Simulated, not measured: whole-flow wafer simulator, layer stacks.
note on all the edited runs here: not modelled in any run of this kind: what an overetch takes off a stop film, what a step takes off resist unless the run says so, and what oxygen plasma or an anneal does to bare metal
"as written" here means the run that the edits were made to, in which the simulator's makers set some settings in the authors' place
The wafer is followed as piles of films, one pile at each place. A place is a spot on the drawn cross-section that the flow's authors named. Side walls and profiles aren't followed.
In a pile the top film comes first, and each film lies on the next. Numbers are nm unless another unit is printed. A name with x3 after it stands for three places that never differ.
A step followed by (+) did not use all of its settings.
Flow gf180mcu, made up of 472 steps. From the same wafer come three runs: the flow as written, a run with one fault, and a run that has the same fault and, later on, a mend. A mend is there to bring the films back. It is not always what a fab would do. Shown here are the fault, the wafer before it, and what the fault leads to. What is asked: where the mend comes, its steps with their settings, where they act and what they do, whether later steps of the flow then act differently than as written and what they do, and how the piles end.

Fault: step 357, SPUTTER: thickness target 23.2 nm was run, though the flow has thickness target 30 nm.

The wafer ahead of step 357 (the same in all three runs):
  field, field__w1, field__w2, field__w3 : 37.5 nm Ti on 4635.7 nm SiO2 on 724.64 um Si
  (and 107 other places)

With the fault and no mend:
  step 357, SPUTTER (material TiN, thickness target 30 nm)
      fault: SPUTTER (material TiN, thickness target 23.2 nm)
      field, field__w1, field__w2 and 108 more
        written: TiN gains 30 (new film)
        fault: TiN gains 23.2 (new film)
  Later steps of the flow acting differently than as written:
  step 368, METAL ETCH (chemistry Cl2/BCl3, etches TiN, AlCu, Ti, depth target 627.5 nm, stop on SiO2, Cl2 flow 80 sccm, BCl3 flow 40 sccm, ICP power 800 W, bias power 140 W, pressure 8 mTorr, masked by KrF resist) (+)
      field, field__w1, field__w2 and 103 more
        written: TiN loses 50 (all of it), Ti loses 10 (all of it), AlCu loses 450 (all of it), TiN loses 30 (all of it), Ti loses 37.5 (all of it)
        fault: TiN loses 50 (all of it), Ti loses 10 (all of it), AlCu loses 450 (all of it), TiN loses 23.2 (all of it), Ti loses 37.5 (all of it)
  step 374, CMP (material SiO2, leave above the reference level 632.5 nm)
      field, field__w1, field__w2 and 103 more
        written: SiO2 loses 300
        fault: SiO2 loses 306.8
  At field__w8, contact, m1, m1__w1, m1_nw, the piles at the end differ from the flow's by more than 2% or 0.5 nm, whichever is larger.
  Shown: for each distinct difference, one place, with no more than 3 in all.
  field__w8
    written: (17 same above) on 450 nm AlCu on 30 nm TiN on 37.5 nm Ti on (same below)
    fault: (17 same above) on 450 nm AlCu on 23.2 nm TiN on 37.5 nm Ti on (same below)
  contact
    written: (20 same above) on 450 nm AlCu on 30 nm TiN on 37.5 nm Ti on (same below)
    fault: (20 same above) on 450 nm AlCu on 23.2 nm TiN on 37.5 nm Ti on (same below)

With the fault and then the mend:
  The mend follows step 357.
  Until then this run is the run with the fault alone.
  step 357a, SPUTTER (material TiN, thickness target 6.8 nm) (the flow's step 357 again, with other settings)
      field, field__w1, field__w2 and 108 more
        TiN gains 6.8
  None of the later steps of the flow acts differently than as written at any place that is followed.
  By the end, the piles equal the flow's at every place that both follow.
